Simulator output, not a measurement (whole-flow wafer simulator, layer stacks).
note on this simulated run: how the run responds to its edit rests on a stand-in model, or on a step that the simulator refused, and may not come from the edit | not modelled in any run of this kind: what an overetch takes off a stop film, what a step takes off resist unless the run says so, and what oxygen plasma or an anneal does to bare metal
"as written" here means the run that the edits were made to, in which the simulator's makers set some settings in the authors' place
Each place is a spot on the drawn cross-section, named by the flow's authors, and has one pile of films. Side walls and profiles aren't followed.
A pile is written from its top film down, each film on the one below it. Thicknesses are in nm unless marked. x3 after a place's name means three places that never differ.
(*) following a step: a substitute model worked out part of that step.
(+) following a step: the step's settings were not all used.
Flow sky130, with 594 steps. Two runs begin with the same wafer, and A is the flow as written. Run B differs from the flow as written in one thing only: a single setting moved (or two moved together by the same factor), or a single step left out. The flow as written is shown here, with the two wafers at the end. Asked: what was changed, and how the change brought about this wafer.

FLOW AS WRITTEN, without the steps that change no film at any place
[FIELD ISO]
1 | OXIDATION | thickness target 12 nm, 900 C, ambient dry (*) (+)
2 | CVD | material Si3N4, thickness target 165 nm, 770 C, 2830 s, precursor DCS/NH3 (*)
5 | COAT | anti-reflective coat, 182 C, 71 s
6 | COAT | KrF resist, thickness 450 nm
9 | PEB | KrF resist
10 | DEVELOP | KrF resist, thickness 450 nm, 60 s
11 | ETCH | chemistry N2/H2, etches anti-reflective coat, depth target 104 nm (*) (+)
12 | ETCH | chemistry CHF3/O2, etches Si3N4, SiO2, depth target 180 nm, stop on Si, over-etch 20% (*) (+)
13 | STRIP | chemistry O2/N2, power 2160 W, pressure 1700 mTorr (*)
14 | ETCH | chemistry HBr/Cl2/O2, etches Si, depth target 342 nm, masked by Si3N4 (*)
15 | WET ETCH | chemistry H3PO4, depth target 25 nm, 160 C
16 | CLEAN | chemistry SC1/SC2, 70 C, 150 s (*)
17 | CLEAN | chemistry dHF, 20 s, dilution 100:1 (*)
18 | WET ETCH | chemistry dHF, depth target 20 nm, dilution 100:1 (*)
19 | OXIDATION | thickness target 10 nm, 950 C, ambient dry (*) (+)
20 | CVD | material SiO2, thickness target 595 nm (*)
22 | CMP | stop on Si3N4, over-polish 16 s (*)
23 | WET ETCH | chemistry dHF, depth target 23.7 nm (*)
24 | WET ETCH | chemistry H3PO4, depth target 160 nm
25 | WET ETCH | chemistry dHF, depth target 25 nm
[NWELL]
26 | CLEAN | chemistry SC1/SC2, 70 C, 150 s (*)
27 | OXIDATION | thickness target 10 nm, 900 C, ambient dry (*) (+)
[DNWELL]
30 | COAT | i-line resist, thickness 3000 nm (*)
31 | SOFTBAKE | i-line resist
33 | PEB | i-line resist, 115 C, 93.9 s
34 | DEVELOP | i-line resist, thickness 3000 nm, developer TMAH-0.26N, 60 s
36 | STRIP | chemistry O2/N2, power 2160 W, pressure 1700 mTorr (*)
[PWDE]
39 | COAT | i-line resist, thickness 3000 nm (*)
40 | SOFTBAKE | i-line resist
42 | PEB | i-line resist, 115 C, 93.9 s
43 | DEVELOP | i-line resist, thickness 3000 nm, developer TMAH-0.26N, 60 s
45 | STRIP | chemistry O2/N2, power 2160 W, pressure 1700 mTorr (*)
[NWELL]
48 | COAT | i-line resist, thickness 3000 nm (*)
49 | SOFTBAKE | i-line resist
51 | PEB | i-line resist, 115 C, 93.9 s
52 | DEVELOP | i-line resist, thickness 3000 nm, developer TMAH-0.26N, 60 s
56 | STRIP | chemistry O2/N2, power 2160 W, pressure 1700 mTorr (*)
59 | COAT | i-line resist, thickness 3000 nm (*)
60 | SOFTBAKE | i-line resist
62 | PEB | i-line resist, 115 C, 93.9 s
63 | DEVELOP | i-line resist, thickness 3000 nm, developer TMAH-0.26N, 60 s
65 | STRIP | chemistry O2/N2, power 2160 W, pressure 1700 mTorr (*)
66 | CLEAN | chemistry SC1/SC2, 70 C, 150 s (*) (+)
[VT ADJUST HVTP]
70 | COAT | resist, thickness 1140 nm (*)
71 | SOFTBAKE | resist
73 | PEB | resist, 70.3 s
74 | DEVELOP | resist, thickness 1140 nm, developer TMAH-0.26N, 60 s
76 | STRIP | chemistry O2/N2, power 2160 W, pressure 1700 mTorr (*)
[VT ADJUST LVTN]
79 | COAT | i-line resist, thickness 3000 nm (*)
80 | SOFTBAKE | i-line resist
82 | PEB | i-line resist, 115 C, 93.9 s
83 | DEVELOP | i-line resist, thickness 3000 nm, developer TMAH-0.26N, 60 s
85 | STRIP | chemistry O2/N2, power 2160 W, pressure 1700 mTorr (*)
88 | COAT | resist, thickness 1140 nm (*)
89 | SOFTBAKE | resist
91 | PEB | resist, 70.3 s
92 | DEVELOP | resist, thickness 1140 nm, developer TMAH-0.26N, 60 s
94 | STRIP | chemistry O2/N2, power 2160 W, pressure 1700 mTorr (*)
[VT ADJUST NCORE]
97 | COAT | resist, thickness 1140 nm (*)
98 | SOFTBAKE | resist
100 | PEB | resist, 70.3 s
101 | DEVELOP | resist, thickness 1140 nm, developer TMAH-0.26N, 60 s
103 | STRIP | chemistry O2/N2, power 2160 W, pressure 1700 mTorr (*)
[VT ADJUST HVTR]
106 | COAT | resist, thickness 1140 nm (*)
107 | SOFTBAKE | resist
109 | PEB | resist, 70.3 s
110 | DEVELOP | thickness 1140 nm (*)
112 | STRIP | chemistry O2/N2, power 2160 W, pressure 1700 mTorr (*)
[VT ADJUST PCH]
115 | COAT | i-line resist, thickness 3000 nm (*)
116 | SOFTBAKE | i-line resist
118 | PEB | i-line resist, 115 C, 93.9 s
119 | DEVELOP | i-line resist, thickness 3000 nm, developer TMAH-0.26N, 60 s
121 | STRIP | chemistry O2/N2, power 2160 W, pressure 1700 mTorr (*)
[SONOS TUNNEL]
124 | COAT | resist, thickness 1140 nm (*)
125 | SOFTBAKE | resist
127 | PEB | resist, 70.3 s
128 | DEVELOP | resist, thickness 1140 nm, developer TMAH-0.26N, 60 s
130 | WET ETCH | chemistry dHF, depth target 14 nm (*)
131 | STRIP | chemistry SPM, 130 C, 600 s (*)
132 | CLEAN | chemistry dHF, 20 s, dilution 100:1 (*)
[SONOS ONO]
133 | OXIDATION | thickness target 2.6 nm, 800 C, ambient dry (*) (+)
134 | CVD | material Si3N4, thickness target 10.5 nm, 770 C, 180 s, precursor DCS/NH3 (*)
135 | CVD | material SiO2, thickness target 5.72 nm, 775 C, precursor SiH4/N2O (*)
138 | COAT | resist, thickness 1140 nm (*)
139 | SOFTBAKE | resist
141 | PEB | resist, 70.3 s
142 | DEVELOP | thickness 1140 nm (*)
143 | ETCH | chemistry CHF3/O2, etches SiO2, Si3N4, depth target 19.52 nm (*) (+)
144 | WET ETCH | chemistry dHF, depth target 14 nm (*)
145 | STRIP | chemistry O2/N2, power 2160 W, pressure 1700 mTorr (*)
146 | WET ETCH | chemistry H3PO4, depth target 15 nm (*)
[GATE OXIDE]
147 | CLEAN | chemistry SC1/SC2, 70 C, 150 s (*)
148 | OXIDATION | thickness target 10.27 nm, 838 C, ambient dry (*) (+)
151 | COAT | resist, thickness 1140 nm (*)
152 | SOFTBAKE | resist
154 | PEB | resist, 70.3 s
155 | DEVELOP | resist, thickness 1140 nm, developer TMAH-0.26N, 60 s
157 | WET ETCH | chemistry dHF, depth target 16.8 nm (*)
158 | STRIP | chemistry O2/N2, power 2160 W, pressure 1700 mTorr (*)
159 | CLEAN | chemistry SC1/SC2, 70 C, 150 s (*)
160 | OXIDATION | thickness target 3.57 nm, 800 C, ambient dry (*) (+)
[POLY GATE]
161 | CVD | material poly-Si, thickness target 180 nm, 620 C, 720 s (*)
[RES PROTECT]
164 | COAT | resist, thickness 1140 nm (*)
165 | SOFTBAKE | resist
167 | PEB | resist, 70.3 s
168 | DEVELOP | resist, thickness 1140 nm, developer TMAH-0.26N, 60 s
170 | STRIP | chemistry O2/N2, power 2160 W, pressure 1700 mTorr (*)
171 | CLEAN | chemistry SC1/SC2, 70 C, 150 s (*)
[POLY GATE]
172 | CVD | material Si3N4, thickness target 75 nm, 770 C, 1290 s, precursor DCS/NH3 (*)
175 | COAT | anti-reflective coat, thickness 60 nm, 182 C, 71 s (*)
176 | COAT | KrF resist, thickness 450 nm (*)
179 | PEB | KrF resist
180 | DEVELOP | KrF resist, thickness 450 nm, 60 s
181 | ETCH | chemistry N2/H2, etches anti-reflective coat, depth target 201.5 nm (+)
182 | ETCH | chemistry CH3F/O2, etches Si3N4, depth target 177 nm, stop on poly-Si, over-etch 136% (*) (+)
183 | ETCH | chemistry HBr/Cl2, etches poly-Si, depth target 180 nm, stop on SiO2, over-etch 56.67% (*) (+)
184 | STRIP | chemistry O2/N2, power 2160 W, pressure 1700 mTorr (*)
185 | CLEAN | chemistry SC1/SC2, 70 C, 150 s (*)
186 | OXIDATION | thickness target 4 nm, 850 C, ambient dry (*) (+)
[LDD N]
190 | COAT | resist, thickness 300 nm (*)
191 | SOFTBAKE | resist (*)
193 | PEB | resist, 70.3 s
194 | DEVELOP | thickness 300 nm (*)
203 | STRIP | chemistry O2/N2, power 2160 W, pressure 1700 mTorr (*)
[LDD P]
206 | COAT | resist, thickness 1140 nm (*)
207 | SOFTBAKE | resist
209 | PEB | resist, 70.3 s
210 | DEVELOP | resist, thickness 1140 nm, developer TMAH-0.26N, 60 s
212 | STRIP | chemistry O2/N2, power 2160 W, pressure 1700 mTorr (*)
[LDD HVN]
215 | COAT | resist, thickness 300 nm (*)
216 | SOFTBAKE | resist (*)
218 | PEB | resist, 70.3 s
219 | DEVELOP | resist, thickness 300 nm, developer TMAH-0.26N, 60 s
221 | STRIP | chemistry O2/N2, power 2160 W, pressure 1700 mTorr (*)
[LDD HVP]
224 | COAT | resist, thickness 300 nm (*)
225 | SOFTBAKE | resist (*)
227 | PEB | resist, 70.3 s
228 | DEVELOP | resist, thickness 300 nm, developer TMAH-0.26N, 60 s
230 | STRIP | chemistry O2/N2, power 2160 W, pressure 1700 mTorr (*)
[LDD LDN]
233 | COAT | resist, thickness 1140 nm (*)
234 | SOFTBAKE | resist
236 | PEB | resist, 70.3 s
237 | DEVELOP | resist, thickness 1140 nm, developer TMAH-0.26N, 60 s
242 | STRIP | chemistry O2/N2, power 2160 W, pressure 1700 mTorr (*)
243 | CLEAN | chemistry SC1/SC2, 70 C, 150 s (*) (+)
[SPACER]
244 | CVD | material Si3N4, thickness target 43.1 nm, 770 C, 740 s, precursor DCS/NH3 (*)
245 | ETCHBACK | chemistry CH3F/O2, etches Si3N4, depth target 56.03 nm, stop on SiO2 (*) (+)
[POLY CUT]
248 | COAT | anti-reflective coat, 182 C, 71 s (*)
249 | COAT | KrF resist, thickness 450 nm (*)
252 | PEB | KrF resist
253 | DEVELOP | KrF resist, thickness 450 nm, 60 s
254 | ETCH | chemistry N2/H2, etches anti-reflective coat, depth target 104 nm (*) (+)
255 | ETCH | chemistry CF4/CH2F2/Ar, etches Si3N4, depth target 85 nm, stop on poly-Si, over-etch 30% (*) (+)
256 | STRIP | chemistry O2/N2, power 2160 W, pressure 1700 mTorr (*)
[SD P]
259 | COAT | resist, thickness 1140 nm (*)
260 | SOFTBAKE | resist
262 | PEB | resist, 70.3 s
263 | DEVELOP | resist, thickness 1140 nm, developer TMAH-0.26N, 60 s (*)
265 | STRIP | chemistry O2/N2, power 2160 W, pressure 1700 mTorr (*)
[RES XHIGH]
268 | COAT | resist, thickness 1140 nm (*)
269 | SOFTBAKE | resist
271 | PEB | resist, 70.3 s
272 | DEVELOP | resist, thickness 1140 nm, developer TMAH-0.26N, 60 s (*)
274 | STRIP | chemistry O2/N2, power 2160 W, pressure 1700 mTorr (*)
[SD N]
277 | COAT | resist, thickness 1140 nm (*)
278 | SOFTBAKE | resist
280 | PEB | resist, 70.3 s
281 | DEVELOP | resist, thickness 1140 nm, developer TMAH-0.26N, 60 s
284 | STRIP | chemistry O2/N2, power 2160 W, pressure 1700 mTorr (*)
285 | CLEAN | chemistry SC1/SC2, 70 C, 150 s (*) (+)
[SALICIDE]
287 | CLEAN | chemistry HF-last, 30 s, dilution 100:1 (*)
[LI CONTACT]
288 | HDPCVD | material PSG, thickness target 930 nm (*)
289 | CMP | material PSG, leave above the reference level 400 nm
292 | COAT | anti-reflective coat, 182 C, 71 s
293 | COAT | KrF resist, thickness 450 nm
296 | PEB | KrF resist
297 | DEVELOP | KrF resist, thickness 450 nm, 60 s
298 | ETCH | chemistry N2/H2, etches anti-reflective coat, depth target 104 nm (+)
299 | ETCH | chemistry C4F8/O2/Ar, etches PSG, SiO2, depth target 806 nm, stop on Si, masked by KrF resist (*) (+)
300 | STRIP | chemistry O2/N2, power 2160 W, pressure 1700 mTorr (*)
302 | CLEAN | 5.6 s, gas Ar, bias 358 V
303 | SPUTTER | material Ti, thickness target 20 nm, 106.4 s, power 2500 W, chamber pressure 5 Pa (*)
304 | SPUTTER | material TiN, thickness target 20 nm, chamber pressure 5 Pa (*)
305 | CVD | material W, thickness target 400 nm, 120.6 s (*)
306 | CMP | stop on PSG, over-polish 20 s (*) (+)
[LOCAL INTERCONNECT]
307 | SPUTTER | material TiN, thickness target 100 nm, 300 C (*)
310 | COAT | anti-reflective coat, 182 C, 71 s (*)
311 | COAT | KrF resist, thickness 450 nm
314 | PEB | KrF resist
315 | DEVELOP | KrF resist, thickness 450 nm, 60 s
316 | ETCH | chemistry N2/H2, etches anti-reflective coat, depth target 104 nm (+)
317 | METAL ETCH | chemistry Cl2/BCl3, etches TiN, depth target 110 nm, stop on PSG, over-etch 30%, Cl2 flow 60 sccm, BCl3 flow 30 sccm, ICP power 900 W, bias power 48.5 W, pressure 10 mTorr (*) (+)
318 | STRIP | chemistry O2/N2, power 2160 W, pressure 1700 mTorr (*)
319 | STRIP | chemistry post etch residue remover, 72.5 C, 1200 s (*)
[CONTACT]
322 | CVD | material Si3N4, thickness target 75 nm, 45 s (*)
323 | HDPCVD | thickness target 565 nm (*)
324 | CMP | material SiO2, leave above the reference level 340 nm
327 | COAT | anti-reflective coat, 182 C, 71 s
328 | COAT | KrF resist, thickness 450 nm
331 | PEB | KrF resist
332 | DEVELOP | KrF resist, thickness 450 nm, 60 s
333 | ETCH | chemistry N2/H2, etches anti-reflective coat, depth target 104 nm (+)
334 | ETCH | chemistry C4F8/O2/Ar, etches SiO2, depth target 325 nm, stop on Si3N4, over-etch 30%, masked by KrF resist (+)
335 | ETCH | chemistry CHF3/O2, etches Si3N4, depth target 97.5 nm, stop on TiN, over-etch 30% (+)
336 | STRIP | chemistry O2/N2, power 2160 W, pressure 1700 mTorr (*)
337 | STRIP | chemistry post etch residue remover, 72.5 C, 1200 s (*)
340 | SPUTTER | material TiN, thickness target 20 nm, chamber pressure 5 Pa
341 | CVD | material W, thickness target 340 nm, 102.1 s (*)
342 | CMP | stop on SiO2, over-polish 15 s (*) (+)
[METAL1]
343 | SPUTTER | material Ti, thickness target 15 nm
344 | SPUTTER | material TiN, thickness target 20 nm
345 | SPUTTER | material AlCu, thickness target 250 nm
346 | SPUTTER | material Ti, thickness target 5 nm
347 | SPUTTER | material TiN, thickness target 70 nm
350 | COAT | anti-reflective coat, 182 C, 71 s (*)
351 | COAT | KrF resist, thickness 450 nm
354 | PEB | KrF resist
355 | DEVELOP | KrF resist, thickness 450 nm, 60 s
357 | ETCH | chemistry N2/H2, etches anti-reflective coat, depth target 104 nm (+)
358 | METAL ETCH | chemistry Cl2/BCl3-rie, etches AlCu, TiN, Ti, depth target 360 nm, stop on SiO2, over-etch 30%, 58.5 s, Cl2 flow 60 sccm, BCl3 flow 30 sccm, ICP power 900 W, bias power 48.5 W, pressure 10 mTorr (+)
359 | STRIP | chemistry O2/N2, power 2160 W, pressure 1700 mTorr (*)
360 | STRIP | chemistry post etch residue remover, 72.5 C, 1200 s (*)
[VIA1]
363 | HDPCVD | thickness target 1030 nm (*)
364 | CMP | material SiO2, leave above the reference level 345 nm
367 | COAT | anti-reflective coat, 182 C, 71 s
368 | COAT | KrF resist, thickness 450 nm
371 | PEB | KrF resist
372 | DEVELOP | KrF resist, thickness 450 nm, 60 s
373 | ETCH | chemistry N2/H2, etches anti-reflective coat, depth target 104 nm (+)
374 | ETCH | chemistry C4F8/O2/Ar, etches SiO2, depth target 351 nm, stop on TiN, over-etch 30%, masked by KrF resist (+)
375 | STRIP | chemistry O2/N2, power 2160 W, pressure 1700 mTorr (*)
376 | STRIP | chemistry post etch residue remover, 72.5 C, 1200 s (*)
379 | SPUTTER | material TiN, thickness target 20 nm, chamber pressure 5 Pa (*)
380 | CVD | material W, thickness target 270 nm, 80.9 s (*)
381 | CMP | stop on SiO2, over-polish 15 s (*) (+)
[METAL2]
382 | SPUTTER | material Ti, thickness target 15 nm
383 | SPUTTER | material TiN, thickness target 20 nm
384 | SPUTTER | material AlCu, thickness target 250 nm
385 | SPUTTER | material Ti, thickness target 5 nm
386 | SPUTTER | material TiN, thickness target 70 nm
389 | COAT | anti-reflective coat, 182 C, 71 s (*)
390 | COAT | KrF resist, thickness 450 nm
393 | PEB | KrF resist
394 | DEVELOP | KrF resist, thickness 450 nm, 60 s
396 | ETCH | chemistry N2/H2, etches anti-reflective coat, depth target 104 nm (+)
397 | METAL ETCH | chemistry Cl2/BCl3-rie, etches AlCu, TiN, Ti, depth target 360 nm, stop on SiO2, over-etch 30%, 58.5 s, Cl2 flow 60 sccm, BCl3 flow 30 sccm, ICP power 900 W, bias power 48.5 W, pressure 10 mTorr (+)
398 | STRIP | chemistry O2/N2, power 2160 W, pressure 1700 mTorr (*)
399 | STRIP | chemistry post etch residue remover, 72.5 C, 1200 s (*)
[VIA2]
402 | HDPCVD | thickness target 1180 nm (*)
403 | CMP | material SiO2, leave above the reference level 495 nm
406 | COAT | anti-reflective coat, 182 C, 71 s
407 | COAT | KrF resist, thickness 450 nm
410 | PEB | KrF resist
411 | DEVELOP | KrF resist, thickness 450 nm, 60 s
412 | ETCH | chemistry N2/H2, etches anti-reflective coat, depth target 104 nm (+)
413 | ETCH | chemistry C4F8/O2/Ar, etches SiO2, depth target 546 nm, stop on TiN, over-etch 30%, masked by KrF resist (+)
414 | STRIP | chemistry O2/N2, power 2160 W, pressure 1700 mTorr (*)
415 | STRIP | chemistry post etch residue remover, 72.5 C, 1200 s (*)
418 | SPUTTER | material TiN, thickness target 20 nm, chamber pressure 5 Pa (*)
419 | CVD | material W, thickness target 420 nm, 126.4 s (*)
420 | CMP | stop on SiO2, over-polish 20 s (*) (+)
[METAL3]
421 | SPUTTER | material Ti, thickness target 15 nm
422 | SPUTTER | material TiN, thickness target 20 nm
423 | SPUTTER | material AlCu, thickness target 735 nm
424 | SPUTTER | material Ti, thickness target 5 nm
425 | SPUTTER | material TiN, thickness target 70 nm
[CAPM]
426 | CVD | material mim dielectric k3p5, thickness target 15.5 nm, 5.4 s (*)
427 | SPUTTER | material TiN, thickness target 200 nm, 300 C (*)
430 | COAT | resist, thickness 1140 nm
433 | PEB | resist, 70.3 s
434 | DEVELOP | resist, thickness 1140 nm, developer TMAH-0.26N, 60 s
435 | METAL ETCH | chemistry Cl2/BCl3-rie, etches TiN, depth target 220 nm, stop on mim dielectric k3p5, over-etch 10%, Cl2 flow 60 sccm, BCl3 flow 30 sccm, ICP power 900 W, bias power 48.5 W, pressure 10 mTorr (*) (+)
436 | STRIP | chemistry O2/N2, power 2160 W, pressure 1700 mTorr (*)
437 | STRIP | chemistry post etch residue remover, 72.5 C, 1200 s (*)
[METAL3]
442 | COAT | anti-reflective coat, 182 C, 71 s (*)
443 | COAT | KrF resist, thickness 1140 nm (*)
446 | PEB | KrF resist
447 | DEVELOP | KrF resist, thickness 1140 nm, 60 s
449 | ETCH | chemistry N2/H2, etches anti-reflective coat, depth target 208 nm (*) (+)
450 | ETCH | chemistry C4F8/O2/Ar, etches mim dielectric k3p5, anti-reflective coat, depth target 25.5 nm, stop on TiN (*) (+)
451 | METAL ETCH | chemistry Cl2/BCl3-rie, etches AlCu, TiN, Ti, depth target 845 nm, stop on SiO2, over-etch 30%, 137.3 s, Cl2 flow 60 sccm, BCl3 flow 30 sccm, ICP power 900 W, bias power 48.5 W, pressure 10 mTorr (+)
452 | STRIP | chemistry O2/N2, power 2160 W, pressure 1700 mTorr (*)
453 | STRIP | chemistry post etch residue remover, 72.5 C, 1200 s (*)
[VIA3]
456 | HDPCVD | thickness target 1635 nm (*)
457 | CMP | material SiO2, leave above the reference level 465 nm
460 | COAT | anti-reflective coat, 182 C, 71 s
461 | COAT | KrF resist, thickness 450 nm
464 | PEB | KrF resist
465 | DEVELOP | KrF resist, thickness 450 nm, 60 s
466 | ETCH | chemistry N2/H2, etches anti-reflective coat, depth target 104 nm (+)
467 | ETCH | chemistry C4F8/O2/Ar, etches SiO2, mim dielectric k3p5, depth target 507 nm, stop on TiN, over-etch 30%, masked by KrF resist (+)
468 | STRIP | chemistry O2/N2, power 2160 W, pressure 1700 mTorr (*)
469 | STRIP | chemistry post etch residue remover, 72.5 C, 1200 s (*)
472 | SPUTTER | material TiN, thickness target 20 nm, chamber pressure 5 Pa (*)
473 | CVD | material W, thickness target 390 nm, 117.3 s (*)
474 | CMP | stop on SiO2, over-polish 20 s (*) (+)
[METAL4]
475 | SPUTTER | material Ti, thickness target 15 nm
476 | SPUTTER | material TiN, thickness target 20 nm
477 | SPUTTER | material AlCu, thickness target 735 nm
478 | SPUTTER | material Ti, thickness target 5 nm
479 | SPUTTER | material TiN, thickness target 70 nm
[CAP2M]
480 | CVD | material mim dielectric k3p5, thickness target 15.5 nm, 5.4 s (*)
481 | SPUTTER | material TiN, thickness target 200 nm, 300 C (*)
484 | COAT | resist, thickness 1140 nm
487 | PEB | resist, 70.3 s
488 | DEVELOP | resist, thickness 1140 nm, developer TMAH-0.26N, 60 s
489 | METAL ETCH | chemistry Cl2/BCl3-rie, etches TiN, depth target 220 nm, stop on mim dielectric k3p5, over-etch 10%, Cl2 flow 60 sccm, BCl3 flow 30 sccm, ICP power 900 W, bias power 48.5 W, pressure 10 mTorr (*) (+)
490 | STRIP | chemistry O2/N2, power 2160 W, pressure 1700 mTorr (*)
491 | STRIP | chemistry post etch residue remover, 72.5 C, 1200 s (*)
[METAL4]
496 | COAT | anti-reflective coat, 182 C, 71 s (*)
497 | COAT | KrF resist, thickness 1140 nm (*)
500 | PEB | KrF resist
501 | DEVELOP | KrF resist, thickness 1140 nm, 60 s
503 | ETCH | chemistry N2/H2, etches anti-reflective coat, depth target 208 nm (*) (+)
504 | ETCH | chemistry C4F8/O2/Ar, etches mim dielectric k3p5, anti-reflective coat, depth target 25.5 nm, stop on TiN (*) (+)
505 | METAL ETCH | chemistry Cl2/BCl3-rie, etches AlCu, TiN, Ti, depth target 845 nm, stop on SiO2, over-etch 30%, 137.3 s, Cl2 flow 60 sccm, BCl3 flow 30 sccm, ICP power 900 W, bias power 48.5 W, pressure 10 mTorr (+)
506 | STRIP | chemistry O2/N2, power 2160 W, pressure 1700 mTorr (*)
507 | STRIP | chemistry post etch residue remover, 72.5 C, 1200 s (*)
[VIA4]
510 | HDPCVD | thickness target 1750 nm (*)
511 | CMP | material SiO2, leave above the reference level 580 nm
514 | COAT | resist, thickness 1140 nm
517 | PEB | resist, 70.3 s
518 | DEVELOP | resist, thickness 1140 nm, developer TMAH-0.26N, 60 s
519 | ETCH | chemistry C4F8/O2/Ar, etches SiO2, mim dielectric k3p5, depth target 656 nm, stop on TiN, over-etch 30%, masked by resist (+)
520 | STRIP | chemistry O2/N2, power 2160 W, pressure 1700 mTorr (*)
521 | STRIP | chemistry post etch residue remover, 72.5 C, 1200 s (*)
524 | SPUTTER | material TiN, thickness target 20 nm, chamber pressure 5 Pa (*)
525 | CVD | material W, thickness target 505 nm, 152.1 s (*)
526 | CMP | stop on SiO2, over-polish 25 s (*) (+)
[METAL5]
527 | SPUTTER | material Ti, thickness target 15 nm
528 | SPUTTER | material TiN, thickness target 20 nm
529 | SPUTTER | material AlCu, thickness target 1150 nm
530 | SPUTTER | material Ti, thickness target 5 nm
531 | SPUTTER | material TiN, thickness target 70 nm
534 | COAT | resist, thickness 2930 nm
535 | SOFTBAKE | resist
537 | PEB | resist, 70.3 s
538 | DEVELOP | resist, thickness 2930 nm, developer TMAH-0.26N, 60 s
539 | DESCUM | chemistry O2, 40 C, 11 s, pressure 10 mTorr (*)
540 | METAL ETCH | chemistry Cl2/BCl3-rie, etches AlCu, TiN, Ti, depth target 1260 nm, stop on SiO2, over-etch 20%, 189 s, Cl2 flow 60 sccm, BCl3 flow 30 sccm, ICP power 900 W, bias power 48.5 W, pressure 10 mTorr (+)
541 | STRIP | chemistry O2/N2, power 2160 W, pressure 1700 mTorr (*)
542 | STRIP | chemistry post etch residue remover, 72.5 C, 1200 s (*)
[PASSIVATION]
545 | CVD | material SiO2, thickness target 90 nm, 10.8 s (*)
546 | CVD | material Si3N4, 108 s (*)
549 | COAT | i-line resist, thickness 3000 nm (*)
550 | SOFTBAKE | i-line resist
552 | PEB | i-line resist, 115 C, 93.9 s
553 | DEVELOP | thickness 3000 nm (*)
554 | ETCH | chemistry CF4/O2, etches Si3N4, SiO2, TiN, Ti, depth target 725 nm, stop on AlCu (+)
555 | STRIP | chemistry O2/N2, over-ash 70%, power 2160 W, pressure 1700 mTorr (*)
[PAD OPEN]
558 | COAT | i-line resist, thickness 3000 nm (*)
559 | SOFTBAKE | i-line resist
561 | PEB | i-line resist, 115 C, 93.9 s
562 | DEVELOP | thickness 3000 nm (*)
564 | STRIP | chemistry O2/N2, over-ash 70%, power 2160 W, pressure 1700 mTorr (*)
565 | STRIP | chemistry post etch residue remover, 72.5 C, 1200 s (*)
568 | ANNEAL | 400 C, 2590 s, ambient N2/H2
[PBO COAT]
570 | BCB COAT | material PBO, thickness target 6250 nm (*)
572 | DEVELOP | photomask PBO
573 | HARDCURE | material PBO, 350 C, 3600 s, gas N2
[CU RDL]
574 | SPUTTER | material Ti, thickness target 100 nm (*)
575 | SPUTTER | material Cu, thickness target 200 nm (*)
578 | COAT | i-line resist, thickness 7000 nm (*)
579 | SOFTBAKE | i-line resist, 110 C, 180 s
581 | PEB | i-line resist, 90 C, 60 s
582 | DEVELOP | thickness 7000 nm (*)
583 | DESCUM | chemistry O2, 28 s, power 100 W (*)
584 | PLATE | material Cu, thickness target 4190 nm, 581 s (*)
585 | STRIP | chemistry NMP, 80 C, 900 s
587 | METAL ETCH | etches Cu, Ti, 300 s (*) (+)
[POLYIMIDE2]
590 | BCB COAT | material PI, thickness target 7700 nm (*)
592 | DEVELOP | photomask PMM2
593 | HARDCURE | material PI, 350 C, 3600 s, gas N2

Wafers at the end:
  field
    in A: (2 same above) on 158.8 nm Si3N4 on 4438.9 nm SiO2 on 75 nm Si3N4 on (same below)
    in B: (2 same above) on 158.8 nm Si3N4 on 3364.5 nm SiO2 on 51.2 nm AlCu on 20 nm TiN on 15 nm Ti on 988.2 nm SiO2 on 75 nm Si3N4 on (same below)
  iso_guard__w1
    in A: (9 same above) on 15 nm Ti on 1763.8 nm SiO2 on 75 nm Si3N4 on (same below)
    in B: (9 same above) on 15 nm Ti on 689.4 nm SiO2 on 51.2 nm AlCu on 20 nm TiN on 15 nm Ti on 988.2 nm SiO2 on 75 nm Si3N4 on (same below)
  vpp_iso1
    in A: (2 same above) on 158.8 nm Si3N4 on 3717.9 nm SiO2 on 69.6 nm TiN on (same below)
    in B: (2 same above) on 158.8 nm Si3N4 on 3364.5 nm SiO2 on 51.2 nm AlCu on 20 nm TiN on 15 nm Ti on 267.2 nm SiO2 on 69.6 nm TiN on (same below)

Cause: step 397, METAL ETCH: depth target 205.2 nm was run, while the flow as written has depth target 360 nm; step 397, METAL ETCH: 33.3 s was run, where the flow has 58.5 s.

How this came from the change, step by step:
  397 | METAL ETCH | chemistry Cl2/BCl3-rie, etches AlCu, TiN, Ti, depth target 360 nm, stop on SiO2, over-etch 30%, 58.5 s, Cl2 flow 60 sccm, BCl3 flow 30 sccm, ICP power 900 W, bias power 48.5 W, pressure 10 mTorr (+)
      field, active, gate and 82 more: A TiN loses 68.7 (all of it), Ti loses 5 (all of it), AlCu loses 250 (all of it), TiN loses 20 (all of it), Ti loses 15 (all of it), SiO2 loses 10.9 | B TiN loses 68.7 (all of it), Ti loses 5 (all of it), AlCu loses 193.1
      n_well, p_well, gate_hv and 103 more: A KrF resist loses 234 | B KrF resist loses 133.4
  398 | STRIP | chemistry O2/N2, power 2160 W, pressure 1700 mTorr (*)
      n_well, p_well, gate_hv and 99 more: A KrF resist loses 143.8 (all of it), anti-reflective coat loses 80 (all of it) | B KrF resist loses 244.4 (all of it), anti-reflective coat loses 80 (all of it)
      m1, via1_hole: A KrF resist loses 143.9 (all of it), anti-reflective coat loses 80.4 (all of it) | B KrF resist loses 244.5 (all of it), anti-reflective coat loses 80.4 (all of it)
      (and at 2 other places as well)
  399 | STRIP | chemistry post etch residue remover, 72.5 C, 1200 s (*)
      field, active, gate and 82 more: A nothing | B AlCu loses 5.72
  402 | HDPCVD | thickness target 1180 nm (*)
      field, active, gate and 82 more: A SiO2 gains 1180 | B SiO2 gains 1180 (new film)
  403 | CMP | material SiO2, leave above the reference level 495 nm
      field, active, gate and 82 more: A SiO2 loses 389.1 | B SiO2 loses 486.2
If metal films that touch count as one body, field has 1 body; the flow as written gives 0 bodies.
If metal films that touch count as one body, iso_guard__w1 has 2 bodies (between them, from the top down: SiO2 689.4); the flow as written gives 1 body.
If metal films that touch count as one body, vpp_iso1 has 2 bodies (between them, from the top down: SiO2 267.2); the flow as written gives 1 body.
